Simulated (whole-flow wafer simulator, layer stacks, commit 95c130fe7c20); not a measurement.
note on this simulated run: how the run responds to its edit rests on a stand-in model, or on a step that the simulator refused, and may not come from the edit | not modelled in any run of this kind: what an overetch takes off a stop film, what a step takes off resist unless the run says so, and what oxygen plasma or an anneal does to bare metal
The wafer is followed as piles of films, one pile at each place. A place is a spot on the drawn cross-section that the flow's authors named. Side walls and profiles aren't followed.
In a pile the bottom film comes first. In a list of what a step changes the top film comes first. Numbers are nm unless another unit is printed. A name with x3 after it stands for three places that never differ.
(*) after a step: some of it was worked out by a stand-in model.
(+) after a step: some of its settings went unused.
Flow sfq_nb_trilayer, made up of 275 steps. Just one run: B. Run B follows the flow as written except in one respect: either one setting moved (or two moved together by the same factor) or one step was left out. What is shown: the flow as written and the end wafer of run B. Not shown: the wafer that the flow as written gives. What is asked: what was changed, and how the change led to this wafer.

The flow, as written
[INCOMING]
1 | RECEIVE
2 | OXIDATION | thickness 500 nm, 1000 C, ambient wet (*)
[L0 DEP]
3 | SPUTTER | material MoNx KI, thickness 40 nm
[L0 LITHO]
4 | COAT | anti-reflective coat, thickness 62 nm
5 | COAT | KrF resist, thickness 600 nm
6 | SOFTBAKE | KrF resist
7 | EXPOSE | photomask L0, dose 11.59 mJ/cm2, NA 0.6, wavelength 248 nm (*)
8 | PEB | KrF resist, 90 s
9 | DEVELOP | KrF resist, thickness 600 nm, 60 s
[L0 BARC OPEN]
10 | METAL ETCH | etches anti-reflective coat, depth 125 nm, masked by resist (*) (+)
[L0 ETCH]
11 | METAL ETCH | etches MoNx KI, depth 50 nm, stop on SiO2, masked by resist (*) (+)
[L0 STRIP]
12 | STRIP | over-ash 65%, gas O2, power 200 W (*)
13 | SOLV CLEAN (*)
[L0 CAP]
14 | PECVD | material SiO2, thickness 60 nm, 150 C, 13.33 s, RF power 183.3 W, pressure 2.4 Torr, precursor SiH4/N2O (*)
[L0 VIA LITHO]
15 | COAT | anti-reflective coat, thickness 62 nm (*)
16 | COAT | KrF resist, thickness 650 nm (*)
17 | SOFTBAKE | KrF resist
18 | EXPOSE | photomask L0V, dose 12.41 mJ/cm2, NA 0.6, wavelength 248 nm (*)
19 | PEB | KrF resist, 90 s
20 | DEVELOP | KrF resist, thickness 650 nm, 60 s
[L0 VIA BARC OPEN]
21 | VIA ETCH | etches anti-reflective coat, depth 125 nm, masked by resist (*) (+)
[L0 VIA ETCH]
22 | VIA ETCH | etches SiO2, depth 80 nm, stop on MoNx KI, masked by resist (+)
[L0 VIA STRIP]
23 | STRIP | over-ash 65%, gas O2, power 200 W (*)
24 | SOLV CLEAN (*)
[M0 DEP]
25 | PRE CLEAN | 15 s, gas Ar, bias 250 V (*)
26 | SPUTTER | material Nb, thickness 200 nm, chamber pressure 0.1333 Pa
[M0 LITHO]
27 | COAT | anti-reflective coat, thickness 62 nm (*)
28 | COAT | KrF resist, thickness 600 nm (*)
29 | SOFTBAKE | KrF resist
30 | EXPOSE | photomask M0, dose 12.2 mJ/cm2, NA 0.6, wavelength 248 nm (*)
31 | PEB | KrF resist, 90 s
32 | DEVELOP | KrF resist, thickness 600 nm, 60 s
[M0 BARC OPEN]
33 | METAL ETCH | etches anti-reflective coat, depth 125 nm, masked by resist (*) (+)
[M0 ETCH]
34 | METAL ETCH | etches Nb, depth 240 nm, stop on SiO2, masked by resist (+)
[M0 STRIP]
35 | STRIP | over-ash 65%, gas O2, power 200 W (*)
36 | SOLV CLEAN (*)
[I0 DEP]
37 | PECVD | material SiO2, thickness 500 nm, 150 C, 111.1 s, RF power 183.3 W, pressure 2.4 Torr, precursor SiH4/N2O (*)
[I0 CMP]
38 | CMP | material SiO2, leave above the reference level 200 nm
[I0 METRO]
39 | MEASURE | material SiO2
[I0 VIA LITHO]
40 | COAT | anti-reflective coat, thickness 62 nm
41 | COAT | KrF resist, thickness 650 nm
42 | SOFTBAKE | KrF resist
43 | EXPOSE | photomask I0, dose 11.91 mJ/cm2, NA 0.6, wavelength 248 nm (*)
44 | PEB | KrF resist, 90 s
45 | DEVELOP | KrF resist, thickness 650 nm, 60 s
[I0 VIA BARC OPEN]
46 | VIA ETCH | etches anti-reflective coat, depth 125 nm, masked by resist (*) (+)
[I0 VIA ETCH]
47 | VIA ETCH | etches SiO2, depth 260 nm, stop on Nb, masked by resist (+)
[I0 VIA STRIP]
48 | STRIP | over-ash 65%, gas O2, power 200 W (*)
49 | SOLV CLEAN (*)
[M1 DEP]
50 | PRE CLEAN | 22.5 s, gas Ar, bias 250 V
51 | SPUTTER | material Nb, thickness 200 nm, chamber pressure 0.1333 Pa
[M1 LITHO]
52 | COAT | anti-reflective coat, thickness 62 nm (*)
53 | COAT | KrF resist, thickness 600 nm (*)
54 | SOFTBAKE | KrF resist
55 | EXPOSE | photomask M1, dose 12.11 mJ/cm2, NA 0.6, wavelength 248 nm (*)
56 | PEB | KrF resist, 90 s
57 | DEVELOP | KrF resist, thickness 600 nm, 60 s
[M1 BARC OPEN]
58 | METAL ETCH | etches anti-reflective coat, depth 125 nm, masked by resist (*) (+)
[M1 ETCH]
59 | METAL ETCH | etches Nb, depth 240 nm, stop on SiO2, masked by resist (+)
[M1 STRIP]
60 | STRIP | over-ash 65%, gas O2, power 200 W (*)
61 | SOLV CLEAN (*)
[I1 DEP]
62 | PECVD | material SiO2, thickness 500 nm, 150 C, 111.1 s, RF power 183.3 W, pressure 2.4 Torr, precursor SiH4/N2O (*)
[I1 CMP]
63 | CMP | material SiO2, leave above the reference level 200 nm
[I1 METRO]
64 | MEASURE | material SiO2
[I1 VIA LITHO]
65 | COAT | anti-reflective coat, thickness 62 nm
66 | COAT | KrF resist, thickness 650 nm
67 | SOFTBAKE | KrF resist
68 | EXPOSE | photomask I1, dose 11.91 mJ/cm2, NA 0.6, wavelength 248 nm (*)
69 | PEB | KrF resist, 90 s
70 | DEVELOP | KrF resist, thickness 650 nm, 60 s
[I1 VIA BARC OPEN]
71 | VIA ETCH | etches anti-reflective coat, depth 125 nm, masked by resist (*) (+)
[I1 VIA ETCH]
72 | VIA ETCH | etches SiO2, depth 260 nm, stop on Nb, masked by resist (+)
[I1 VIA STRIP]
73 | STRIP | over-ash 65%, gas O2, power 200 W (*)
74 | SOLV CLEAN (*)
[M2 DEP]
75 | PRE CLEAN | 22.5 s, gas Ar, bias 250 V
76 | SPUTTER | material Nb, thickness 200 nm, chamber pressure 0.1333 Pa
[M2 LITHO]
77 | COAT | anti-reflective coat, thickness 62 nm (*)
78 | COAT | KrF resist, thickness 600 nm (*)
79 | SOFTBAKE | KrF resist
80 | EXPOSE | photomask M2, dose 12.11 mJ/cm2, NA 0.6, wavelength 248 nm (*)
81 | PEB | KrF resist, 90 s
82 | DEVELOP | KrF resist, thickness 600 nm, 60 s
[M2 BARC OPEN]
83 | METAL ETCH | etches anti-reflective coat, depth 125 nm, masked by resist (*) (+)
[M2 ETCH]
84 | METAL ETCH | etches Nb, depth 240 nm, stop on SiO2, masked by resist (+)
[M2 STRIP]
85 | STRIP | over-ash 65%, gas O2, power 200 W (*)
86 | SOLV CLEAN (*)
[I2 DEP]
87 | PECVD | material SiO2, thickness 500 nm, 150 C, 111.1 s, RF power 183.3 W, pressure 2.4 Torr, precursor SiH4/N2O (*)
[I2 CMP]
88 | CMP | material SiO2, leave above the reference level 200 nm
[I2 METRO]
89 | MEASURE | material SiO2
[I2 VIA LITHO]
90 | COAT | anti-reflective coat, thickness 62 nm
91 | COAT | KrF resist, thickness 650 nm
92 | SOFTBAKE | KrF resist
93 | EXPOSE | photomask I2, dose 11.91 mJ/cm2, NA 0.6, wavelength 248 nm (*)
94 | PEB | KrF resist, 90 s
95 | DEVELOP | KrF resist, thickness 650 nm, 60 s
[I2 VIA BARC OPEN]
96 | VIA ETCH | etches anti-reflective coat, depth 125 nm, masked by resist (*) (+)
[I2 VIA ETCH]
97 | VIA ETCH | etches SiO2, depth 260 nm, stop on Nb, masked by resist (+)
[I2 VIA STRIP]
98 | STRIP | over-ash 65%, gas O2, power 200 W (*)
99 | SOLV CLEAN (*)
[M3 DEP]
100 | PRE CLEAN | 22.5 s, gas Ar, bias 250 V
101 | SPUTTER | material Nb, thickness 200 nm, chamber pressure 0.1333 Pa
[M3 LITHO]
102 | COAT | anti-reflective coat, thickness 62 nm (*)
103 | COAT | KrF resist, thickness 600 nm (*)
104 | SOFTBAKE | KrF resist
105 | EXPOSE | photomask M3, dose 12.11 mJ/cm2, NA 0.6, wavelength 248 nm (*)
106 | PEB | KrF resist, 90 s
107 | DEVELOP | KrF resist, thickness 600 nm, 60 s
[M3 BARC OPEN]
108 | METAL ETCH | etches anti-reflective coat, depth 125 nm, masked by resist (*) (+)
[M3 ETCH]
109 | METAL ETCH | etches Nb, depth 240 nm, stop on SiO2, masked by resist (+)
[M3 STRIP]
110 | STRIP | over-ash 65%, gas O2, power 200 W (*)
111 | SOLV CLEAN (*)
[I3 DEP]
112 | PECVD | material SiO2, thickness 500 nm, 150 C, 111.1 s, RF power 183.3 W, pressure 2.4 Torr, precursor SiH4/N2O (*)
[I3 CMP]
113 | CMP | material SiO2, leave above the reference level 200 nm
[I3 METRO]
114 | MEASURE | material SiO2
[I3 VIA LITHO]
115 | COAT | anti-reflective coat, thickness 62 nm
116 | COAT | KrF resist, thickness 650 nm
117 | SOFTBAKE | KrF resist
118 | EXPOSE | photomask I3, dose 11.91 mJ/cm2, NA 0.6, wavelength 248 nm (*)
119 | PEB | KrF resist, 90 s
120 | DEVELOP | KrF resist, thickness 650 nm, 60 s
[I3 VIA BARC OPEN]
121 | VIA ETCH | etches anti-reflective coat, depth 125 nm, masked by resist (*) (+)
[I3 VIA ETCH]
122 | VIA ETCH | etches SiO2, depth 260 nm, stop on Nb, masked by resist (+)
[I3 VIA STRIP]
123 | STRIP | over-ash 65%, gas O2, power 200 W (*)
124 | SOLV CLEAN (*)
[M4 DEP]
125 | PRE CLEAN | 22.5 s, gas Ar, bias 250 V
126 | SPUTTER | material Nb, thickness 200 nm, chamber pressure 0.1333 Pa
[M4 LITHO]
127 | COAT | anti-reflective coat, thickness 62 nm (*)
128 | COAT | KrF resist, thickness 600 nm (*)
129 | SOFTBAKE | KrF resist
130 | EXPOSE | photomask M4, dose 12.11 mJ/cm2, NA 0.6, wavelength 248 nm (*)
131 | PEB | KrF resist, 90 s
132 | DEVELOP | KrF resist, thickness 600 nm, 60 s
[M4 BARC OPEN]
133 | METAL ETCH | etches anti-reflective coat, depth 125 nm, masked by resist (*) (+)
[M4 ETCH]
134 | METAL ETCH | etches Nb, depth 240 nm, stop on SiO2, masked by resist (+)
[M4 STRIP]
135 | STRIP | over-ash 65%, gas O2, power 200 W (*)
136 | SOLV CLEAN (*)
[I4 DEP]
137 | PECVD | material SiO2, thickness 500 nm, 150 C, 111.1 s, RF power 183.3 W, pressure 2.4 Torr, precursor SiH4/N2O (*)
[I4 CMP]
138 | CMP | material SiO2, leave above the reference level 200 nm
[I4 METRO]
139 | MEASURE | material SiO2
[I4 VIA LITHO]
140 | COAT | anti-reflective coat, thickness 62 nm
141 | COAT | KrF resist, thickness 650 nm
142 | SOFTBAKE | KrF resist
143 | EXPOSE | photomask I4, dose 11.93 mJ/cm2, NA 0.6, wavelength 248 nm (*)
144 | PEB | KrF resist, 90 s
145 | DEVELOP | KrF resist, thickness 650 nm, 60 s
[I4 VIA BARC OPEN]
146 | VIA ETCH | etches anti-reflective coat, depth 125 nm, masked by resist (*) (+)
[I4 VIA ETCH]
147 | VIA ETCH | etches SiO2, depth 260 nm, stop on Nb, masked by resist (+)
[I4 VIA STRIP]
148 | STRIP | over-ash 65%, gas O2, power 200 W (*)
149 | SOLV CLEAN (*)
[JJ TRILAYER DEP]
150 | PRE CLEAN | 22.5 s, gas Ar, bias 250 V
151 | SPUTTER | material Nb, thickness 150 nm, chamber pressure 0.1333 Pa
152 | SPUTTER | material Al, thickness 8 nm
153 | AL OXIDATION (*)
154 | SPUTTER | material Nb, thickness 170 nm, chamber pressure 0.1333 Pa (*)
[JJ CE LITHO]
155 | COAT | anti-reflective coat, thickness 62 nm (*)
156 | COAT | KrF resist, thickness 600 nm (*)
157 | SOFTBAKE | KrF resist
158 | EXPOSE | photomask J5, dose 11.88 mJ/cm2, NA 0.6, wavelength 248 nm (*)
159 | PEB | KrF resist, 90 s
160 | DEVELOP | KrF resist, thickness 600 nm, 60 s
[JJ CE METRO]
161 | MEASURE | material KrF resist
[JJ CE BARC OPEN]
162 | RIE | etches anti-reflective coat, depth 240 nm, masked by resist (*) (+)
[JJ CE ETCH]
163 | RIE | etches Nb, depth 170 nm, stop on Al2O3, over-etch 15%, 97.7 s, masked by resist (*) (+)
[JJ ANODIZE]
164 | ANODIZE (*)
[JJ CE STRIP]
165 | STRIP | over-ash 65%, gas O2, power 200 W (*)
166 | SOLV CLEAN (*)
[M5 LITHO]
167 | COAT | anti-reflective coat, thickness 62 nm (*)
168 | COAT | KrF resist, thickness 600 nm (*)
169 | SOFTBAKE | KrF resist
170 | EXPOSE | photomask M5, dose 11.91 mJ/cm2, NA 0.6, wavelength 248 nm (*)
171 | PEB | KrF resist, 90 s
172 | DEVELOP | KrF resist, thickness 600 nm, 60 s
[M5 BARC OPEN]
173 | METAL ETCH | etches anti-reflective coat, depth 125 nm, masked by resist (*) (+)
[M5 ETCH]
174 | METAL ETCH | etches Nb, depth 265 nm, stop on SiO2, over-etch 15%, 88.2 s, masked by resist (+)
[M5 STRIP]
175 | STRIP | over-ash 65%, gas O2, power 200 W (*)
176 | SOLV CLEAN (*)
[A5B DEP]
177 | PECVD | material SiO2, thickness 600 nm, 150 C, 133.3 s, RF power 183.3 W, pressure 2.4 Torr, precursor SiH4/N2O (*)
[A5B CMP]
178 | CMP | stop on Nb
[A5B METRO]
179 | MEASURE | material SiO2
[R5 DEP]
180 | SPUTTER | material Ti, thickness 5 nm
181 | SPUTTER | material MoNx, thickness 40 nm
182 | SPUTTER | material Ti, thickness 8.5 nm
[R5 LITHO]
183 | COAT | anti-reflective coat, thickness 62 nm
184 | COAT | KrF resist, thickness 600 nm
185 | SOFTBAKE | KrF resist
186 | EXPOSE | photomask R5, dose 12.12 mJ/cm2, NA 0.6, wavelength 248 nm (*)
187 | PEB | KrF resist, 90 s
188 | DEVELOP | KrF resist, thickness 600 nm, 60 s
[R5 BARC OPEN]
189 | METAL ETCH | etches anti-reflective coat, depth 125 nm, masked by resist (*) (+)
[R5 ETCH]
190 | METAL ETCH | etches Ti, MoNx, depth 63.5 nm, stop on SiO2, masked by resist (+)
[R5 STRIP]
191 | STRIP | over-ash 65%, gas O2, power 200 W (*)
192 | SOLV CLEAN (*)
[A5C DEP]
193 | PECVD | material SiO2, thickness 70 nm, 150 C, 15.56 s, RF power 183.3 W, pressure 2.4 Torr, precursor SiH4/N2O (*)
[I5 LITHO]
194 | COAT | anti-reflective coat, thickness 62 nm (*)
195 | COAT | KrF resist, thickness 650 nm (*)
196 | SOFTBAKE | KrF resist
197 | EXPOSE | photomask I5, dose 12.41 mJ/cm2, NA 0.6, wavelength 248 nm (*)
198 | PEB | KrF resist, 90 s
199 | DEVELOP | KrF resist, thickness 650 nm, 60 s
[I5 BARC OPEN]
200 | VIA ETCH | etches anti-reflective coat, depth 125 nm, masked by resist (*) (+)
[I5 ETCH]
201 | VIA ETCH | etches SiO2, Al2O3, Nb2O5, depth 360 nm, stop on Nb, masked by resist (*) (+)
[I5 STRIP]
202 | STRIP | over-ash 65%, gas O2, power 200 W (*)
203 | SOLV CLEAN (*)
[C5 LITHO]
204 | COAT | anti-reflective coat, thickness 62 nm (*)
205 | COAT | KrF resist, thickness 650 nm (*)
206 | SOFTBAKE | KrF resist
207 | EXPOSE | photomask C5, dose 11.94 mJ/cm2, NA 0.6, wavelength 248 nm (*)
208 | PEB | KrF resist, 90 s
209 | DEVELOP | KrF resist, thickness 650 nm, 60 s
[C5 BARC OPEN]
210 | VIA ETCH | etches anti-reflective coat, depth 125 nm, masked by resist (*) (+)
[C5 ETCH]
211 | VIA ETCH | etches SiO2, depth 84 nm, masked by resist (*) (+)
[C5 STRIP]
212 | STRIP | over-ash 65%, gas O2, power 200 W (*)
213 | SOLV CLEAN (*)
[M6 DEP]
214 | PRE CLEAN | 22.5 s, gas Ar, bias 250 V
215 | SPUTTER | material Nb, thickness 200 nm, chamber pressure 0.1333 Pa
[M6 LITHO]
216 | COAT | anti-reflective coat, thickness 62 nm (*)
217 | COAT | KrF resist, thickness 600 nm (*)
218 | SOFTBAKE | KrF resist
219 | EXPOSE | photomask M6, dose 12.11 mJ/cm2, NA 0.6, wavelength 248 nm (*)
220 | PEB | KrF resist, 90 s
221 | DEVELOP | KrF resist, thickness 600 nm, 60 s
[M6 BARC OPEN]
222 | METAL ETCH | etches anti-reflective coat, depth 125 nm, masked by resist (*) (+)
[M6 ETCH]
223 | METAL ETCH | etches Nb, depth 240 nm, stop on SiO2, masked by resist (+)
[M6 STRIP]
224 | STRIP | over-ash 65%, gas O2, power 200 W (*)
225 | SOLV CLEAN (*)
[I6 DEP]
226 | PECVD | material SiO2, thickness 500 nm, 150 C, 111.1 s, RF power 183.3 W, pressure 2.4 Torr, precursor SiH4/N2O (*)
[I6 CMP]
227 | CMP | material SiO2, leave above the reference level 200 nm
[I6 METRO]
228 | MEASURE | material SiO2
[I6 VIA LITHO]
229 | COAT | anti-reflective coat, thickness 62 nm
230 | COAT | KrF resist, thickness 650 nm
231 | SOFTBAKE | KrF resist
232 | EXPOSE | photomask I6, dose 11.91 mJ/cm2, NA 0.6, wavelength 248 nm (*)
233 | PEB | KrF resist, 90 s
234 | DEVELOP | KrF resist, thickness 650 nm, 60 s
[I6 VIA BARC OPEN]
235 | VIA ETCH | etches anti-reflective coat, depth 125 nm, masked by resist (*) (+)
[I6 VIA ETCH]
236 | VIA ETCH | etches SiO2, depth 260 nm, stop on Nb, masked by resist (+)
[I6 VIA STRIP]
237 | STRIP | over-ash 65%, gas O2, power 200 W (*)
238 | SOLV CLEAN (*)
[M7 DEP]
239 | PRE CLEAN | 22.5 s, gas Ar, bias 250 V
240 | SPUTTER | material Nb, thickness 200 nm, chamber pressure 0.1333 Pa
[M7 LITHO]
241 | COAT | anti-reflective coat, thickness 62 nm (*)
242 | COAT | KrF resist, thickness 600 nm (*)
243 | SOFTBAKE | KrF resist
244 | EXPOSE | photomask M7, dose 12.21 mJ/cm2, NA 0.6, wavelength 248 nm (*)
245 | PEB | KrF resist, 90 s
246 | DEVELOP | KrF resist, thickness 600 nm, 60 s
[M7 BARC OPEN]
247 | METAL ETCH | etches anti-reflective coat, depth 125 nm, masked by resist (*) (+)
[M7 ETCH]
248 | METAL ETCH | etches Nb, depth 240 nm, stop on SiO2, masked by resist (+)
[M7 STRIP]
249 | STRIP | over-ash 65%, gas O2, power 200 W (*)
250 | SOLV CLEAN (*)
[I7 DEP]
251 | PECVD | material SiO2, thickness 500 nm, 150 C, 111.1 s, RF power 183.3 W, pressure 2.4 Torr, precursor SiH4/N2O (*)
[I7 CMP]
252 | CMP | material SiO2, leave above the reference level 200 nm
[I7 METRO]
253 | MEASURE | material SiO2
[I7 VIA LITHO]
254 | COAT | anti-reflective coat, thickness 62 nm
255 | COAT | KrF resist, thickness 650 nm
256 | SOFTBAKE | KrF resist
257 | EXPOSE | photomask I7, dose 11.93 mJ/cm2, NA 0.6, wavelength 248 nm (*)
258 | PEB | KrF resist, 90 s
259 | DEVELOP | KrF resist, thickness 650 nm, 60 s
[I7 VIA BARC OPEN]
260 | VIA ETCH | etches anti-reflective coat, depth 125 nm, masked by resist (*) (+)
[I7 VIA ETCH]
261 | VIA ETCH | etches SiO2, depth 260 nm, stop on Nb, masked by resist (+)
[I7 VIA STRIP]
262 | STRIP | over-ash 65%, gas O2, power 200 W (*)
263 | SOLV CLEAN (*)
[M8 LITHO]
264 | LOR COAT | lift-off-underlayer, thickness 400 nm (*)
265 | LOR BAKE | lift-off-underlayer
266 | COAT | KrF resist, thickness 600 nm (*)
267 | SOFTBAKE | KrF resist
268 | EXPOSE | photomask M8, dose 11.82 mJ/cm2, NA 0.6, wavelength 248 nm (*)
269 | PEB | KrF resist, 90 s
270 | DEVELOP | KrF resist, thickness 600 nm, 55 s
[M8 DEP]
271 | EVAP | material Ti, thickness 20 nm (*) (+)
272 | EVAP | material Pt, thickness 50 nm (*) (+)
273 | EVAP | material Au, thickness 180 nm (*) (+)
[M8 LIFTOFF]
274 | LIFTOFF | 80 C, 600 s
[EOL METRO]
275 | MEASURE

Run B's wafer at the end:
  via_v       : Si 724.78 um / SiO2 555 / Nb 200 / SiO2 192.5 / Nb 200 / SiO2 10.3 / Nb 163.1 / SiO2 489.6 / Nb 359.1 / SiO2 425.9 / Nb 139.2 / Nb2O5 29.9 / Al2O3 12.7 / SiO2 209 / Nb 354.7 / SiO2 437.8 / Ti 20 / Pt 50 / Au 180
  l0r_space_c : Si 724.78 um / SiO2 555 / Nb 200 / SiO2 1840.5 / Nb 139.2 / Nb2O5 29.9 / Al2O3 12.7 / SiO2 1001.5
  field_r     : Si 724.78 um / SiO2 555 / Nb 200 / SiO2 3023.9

Cause: step 63, CMP: leave above the reference level 278 nm was run, though the flow has leave above the reference level 200 nm.

How this came from the change, step by step:
  63 | CMP | material SiO2, leave above the reference level 200 nm
      field_l, be, be_sur and 72 more: -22 SiO2 (it would be, as written: -100 SiO2)
      v_sur, via_wl, via_wr and 20 more: -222 SiO2 (it would be, as written: -300 SiO2)
      (and at 8 other places as well)
  72 | VIA ETCH | etches SiO2, depth 260 nm, stop on Nb, masked by resist (+)
      via_v: -260 SiO2 (it would be, as written: -199.8 SiO2 (all of it))
  75 | PRE CLEAN | 22.5 s, gas Ar, bias 250 V
      via_v: -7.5 SiO2 (it would be, as written: -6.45 Nb)
  76 | SPUTTER | material Nb, thickness 200 nm, chamber pressure 0.1333 Pa
      via_v: +163.1 Nb (new film) (it would be, as written: +174.5 Nb)
  77 | COAT | anti-reflective coat, thickness 62 nm (*)
      via_sp: +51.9 anti-reflective coat (new film) (it would be, as written: +53.2 anti-reflective coat (new film))
      via_v: +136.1 anti-reflective coat (new film) (it would be, as written: +123.1 anti-reflective coat (new film))
      (and at 1 other place as well)
  78 | COAT | KrF resist, thickness 600 nm (*)
      via_v: +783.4 KrF resist (new film) (it would be, as written: +733.7 KrF resist (new film))
  85 | STRIP | over-ash 65%, gas O2, power 200 W (*)
      via_sp: -370.4 KrF resist (all of it), -51.9 anti-reflective coat (all of it) (it would be, as written: -374.4 KrF resist (all of it), -53.2 anti-reflective coat (all of it))
      via_v: -565.3 KrF resist (all of it), -136.1 anti-reflective coat (all of it) (it would be, as written: -515.8 KrF resist (all of it), -123.1 anti-reflective coat (all of it))
      (and at 1 other place as well)
  87 | PECVD | material SiO2, thickness 500 nm, 150 C, 111.1 s, RF power 183.3 W, pressure 2.4 Torr, precursor SiH4/N2O (*)
      via_v: +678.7 SiO2 (new film) (it would be, as written: +606 SiO2 (new film))
With metal films that touch counted as one body, via_v has 7 bodies (between them, from the top down: SiO2 437.8; SiO2 209 / Al2O3 12.7 / Nb2O5 29.9; SiO2 425.9; SiO2 489.6; SiO2 10.3; SiO2 192.5); the flow as written gives 6 bodies (between them, from the top down: SiO2 437.8; SiO2 209 / Al2O3 12.7 / Nb2O5 29.9; SiO2 425.9; SiO2 416.9; SiO2 192.5).
